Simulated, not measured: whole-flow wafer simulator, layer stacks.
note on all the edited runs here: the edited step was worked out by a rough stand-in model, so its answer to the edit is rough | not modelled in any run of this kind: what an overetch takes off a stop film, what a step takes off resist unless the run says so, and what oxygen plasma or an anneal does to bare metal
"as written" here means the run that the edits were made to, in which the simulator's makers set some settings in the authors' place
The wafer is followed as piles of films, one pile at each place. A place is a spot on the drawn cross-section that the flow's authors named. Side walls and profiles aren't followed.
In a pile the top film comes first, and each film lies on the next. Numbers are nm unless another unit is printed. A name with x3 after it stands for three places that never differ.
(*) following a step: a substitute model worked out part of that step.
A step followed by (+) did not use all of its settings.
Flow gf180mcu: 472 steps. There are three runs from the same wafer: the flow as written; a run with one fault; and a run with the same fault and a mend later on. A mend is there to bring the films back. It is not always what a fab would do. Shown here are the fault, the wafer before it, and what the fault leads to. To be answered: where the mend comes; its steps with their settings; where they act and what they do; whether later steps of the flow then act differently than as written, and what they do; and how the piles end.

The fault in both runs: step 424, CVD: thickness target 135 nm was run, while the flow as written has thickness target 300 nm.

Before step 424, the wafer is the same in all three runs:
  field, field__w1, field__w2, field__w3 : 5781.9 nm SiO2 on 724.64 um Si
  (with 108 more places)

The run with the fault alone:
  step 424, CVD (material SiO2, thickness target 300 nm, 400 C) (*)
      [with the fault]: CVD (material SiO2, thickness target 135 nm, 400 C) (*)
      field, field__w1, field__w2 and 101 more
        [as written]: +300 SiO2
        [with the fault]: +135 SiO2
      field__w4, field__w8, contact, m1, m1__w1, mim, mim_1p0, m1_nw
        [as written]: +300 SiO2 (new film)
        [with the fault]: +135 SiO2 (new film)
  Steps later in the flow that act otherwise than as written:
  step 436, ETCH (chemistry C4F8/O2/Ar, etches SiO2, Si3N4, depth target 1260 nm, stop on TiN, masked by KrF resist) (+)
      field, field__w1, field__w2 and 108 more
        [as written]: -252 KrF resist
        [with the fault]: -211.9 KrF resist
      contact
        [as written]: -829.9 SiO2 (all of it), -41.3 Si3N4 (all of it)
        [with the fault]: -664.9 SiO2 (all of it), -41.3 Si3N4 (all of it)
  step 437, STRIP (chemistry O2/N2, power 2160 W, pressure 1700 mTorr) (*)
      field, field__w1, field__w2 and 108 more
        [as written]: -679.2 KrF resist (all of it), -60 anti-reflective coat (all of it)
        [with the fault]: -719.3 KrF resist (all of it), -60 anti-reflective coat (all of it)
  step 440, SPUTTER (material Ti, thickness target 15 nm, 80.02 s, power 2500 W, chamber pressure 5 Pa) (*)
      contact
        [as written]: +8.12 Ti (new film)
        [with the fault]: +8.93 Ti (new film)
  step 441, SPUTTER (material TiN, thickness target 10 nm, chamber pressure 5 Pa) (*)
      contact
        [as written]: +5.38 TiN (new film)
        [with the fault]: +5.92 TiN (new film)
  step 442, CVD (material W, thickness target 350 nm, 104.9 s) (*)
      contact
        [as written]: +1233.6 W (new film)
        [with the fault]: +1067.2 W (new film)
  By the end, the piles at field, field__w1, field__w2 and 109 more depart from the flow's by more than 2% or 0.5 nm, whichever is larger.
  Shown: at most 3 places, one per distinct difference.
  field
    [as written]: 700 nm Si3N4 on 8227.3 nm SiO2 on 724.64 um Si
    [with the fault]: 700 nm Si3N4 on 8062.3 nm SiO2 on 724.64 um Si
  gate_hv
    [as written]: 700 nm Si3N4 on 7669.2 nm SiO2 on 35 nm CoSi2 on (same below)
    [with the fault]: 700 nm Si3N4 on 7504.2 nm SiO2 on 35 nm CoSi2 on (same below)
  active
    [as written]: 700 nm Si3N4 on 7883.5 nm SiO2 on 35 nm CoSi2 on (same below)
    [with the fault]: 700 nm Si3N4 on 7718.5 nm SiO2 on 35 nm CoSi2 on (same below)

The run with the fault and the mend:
  After step 424 comes the mend.
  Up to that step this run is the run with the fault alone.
  step 424a, CVD (material SiO2, thickness target 165 nm, 400 C) (*) (a further turn of the flow's step 424, with different settings)
      field, field__w1, field__w2 and 109 more
        +165 SiO2
  Every later step of the flow that is run acts as written at every place that is followed.
  By the end, the piles equal the flow's at every place that both follow.
